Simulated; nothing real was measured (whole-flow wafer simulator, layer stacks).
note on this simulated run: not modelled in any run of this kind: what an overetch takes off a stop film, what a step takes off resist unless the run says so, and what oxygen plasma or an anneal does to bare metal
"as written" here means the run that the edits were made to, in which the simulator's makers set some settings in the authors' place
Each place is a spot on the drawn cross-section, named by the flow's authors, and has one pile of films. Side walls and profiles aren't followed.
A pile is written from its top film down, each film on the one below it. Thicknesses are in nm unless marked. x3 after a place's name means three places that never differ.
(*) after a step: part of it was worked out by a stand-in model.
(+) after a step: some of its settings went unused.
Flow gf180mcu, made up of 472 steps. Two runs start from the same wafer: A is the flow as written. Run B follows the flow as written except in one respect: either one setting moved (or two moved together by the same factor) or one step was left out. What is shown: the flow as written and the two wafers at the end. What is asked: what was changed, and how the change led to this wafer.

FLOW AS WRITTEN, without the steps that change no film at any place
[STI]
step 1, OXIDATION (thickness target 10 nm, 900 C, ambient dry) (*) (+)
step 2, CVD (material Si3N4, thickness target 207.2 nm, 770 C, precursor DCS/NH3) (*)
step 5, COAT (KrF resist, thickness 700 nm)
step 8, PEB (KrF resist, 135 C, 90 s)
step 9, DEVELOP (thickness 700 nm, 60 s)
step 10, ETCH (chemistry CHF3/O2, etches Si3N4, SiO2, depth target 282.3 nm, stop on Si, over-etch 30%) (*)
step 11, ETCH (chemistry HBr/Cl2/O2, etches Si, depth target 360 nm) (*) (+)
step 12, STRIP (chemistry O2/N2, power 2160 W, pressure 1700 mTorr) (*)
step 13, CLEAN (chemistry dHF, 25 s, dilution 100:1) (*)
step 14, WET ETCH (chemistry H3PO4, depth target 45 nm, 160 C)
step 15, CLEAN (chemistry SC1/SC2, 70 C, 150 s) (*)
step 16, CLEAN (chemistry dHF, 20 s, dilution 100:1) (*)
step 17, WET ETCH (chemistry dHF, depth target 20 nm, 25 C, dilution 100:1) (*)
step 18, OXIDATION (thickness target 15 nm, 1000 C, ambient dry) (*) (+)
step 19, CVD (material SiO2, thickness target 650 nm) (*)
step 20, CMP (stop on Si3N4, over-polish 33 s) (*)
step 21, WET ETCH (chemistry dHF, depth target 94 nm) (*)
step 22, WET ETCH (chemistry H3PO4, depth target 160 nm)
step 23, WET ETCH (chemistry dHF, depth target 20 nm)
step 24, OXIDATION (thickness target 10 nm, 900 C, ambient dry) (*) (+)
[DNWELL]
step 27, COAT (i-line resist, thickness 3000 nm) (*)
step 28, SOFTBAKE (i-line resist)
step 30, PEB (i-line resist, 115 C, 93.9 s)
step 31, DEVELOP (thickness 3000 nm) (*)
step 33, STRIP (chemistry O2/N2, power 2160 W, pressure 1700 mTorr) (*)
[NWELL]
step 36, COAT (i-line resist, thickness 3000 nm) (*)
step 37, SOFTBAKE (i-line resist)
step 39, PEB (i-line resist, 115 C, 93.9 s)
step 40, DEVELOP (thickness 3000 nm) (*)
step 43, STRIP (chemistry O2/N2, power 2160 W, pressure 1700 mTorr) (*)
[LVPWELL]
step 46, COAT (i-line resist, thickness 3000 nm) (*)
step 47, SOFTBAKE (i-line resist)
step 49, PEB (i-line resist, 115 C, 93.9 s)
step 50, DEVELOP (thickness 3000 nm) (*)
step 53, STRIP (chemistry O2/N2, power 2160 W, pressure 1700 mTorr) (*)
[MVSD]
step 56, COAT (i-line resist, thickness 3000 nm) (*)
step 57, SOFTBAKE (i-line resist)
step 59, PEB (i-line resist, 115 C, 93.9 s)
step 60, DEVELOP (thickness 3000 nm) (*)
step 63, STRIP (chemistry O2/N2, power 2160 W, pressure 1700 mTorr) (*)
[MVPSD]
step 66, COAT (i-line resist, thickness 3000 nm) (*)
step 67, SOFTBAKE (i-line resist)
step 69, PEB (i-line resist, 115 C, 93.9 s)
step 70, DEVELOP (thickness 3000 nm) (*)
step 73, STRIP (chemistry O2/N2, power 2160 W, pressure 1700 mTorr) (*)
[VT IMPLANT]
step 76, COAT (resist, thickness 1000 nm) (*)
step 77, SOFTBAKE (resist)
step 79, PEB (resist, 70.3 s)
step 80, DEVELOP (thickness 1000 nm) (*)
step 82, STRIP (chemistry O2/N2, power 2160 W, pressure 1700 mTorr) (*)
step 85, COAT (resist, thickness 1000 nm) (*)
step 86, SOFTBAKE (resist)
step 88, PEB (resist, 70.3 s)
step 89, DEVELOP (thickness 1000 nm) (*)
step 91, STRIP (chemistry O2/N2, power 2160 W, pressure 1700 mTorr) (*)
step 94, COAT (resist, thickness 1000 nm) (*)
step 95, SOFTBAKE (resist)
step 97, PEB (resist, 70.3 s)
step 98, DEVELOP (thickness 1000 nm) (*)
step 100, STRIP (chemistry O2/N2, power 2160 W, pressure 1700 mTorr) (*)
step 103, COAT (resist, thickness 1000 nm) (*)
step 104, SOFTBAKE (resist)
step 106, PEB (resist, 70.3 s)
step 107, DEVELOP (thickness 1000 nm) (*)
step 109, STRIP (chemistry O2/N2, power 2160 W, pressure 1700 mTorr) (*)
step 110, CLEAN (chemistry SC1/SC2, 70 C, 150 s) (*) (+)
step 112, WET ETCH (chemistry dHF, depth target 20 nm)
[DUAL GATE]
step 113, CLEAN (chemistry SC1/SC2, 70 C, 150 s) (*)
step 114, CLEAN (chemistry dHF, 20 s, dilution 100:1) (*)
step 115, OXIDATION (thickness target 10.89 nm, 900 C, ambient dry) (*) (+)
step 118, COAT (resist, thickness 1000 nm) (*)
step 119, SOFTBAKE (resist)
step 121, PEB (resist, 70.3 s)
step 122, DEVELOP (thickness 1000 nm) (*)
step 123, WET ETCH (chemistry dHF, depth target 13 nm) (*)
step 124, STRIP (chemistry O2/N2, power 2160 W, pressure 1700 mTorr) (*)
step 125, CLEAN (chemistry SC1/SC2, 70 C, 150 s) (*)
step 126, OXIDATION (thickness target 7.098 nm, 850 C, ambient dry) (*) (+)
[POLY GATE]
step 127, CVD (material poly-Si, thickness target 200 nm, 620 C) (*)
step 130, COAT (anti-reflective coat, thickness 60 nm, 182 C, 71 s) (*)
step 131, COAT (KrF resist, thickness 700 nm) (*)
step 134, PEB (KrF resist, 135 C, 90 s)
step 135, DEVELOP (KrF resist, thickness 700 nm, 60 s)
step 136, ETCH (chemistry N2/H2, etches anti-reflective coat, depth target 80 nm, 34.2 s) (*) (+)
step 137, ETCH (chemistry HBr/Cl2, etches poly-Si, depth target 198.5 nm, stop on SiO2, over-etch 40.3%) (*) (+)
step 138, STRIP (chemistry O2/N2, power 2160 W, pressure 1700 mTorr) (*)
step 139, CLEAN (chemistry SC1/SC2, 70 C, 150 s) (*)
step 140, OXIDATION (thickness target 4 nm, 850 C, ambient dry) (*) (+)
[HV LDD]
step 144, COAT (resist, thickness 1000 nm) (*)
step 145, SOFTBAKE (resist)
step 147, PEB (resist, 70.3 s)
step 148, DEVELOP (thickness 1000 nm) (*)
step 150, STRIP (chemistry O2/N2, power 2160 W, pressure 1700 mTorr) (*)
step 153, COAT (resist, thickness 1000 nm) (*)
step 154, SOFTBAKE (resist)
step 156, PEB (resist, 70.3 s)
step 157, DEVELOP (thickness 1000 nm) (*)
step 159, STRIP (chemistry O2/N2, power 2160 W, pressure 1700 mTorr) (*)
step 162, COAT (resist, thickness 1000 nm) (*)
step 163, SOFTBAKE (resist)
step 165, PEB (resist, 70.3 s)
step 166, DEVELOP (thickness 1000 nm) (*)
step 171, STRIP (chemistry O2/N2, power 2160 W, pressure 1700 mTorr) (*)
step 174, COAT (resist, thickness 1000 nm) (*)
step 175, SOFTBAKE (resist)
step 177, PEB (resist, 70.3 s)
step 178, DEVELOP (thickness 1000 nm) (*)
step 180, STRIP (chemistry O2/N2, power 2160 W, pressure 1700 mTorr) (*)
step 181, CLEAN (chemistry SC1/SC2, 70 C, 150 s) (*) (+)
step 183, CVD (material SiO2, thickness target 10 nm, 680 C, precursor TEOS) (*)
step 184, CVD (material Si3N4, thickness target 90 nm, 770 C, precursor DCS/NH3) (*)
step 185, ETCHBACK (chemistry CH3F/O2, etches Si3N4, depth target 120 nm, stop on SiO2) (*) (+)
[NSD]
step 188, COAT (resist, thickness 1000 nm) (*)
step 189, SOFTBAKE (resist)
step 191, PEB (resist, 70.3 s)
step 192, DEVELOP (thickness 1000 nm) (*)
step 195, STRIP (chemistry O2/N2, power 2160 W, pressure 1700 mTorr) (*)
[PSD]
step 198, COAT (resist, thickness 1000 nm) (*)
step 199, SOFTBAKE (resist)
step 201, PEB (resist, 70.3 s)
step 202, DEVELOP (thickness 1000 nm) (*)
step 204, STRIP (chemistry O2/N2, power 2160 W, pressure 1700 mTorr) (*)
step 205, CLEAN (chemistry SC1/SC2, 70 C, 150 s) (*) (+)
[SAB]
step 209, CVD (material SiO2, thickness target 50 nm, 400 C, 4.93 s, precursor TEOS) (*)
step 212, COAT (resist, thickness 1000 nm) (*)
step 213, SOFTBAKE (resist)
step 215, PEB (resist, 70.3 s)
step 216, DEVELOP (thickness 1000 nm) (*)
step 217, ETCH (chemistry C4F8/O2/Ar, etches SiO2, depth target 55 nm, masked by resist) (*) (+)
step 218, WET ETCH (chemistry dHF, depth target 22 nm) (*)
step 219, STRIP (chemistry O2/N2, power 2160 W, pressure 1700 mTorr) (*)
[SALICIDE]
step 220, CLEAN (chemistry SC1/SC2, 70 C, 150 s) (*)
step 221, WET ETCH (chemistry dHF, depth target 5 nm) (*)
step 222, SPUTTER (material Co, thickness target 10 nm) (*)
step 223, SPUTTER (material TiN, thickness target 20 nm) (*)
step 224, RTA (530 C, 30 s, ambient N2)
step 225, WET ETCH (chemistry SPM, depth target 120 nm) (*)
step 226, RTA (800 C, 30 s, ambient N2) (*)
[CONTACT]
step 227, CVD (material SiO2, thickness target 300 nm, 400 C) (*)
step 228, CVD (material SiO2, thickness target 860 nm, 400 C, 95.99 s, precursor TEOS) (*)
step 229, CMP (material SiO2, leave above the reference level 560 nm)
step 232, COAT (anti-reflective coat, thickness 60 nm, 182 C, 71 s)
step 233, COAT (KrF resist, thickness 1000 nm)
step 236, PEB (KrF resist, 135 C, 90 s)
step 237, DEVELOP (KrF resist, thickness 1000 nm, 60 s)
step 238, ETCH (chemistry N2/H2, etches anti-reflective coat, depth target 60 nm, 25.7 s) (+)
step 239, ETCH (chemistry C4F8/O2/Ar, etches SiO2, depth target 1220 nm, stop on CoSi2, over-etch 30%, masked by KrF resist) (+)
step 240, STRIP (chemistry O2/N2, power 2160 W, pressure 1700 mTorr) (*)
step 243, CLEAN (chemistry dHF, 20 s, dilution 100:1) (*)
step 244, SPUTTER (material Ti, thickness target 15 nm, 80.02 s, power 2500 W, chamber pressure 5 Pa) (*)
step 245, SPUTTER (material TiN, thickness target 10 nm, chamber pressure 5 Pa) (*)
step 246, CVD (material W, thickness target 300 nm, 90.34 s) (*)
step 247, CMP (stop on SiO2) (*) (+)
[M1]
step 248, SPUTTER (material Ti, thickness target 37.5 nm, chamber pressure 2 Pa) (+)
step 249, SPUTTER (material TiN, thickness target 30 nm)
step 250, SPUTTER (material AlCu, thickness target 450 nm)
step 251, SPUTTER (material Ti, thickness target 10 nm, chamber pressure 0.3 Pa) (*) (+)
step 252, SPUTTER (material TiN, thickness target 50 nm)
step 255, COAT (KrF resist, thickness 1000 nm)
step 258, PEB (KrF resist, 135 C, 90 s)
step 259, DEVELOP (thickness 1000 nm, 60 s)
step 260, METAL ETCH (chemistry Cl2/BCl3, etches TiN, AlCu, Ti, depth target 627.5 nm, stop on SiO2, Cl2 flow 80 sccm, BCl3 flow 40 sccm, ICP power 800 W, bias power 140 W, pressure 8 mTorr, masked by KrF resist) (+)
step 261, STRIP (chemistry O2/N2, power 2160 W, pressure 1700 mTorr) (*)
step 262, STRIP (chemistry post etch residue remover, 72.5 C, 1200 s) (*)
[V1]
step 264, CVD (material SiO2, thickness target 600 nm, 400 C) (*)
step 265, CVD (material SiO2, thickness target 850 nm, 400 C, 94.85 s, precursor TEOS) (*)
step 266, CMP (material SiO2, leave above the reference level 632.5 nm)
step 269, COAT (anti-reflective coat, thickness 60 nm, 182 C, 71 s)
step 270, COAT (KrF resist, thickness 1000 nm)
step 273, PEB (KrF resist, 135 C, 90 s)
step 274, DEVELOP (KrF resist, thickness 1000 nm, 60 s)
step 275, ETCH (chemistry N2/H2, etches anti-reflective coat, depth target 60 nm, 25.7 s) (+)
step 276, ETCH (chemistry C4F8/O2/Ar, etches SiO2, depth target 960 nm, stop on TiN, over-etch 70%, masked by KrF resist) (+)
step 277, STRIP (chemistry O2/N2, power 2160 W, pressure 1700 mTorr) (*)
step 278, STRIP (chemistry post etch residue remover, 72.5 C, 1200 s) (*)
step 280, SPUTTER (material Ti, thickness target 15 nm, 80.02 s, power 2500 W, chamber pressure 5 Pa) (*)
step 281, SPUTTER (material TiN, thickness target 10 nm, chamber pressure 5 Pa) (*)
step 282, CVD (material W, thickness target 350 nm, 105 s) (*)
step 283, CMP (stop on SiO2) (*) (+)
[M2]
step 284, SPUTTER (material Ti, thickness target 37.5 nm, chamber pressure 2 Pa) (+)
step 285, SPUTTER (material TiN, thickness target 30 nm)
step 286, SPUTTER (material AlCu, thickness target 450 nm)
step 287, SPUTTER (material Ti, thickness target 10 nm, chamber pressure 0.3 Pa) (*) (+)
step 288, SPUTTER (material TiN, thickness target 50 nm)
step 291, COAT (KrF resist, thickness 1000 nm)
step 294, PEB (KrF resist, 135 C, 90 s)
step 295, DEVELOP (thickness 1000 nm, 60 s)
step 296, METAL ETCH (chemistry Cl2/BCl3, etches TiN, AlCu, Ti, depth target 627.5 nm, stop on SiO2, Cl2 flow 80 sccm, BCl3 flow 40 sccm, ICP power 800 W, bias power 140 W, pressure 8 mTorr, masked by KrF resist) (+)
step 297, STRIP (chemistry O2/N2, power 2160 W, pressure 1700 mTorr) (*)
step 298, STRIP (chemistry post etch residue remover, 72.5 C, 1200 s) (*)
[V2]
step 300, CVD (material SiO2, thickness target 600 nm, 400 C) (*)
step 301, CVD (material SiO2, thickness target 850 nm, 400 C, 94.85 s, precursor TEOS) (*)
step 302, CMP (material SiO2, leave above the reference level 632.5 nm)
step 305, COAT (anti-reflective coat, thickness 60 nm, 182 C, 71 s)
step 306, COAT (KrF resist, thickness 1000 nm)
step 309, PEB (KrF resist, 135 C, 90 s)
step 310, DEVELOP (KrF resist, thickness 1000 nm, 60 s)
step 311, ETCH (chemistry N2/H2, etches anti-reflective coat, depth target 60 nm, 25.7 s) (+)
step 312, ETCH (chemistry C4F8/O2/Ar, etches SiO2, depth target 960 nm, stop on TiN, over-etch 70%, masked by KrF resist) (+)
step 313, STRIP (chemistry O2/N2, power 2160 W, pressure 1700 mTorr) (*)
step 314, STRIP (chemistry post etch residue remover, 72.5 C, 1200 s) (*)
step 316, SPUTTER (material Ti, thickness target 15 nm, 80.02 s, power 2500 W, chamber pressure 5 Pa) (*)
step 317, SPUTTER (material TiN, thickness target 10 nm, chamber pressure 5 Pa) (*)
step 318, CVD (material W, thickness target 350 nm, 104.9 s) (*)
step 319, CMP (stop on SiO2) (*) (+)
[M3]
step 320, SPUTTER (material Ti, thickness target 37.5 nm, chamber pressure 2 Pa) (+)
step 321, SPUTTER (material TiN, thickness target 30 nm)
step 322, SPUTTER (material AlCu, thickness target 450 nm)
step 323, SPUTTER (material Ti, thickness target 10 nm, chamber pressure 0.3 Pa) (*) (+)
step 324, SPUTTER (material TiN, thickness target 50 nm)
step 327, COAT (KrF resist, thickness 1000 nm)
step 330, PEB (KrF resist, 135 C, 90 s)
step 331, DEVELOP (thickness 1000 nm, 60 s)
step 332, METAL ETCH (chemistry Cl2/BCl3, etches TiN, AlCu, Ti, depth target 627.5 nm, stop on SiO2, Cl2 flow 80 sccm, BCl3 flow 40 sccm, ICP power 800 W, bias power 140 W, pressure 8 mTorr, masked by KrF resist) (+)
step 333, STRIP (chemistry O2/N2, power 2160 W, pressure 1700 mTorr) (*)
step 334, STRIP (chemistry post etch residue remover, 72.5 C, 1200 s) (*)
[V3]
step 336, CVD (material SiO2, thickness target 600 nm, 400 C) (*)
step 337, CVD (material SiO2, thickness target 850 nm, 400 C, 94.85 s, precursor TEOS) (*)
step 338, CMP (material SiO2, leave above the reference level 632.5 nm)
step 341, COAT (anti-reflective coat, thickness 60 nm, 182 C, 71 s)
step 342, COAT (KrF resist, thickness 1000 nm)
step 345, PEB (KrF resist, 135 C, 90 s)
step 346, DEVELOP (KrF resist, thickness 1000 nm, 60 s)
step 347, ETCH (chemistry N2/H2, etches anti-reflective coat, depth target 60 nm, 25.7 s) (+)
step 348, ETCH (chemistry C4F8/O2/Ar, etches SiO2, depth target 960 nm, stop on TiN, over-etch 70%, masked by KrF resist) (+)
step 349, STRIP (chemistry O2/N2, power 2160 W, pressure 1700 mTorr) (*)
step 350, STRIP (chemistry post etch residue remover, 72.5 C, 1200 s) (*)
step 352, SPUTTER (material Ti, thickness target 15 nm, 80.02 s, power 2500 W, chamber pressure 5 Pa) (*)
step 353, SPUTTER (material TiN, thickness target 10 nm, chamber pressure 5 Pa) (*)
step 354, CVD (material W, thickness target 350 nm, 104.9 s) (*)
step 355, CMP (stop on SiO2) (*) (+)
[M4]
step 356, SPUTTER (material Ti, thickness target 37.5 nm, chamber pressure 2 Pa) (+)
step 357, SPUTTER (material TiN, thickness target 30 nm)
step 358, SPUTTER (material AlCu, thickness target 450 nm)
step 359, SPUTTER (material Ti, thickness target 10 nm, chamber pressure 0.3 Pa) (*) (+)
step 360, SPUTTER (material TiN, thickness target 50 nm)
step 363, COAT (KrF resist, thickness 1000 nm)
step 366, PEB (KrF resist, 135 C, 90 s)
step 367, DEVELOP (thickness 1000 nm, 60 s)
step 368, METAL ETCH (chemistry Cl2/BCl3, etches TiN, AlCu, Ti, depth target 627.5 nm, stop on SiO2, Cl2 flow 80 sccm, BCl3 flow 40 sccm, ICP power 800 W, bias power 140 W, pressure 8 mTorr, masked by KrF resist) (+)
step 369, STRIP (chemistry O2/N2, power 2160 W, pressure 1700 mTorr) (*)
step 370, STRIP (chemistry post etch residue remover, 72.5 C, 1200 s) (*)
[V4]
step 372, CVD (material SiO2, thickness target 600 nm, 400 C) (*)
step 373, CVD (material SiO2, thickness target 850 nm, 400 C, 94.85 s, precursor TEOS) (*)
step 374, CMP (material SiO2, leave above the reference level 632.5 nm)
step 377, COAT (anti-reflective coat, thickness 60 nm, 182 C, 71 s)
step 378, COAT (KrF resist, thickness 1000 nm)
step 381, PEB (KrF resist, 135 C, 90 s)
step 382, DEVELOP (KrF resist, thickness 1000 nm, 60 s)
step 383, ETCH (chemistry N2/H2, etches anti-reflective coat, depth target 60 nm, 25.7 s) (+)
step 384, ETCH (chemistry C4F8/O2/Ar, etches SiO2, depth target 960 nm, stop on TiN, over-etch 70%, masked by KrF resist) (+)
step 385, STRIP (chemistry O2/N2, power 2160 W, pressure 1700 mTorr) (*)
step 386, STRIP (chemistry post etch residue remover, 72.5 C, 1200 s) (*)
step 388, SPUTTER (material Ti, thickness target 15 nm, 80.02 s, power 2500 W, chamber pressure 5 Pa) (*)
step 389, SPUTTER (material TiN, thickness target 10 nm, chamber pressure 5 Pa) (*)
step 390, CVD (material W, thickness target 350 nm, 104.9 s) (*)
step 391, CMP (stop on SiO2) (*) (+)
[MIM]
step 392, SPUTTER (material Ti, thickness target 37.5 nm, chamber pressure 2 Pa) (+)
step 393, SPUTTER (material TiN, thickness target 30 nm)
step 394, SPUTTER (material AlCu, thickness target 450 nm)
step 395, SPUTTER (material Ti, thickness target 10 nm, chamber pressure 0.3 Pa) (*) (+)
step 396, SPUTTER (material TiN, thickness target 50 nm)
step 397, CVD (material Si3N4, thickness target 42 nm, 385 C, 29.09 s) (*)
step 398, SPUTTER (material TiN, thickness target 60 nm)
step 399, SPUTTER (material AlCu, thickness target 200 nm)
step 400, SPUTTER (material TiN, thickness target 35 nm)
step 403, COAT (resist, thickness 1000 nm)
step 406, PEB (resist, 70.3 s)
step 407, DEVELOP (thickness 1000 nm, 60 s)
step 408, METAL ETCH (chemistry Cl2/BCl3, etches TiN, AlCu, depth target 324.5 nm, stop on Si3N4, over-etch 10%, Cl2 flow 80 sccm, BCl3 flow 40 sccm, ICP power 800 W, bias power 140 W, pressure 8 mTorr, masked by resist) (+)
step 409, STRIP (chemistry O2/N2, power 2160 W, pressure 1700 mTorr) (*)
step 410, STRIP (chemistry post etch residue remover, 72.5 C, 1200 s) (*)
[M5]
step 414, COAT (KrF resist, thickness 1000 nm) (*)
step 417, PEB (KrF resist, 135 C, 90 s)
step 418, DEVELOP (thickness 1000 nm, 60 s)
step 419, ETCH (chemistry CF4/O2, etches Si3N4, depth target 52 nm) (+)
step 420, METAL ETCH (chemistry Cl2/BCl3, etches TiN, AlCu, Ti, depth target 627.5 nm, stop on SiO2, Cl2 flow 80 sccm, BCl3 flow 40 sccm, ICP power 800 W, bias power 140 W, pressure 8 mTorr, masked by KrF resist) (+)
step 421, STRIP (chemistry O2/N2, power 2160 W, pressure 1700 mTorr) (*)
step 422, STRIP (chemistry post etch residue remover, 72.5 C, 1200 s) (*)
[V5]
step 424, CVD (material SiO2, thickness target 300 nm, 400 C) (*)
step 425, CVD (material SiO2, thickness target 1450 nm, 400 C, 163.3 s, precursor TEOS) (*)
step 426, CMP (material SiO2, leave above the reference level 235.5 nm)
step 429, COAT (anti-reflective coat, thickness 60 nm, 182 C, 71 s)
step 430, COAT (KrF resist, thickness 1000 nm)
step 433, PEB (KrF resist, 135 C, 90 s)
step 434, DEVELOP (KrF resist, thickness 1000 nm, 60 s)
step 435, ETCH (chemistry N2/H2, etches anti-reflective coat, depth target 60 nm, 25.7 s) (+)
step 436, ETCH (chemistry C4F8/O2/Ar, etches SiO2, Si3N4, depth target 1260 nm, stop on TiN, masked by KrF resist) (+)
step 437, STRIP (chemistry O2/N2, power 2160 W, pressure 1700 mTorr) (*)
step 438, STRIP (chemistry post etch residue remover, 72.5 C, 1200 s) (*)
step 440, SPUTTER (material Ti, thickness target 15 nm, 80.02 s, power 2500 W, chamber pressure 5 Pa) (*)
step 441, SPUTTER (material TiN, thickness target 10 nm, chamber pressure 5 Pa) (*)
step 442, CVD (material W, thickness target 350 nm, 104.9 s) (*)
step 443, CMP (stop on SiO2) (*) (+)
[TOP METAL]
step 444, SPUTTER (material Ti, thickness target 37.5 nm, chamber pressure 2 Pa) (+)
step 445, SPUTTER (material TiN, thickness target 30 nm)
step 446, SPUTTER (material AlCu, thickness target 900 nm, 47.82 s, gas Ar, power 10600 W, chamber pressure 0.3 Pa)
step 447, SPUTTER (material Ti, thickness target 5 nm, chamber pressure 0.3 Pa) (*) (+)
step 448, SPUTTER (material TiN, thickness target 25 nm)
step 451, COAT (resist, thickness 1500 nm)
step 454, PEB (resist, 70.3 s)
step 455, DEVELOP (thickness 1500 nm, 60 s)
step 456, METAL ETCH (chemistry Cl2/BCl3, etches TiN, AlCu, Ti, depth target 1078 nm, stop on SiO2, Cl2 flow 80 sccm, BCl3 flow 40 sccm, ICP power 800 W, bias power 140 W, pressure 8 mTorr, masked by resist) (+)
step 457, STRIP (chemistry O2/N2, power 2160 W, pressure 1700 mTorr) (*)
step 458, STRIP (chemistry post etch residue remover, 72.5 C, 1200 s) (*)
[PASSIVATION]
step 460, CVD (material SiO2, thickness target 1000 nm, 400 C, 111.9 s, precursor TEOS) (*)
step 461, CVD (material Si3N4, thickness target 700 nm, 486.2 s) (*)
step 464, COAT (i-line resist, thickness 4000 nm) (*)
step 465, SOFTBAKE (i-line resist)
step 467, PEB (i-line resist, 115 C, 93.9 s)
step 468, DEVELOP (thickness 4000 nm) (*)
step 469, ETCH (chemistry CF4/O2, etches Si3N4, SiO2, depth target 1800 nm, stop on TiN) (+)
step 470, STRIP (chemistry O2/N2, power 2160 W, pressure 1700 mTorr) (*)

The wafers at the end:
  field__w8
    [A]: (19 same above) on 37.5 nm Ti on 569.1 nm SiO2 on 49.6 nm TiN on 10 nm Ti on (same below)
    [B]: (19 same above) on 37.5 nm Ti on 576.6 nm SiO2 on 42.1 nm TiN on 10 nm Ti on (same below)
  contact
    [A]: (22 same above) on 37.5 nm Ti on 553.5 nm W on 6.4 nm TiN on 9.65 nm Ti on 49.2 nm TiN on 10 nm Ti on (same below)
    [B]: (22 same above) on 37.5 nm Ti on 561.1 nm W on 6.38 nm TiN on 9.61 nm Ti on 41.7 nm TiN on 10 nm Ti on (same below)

Cause: step 324, SPUTTER: thickness target 42.5 nm was run, while the flow as written has thickness target 50 nm.

How this came from the change, step by step:
  step 324, SPUTTER (material TiN, thickness target 50 nm)
      field, field__w1, field__w2 and 108 more: A +50 TiN (new film) | B +42.5 TiN (new film)
  step 332, METAL ETCH (chemistry Cl2/BCl3, etches TiN, AlCu, Ti, depth target 627.5 nm, stop on SiO2, Cl2 flow 80 sccm, BCl3 flow 40 sccm, ICP power 800 W, bias power 140 W, pressure 8 mTorr, masked by KrF resist) (+)
      field, field__w1, field__w2 and 103 more: A -50 TiN (all of it), -10 Ti (all of it), -450 AlCu (all of it), -30 TiN (all of it), -37.5 Ti (all of it) | B -42.5 TiN (all of it), -10 Ti (all of it), -450 AlCu (all of it), -30 TiN (all of it), -37.5 Ti (all of it)
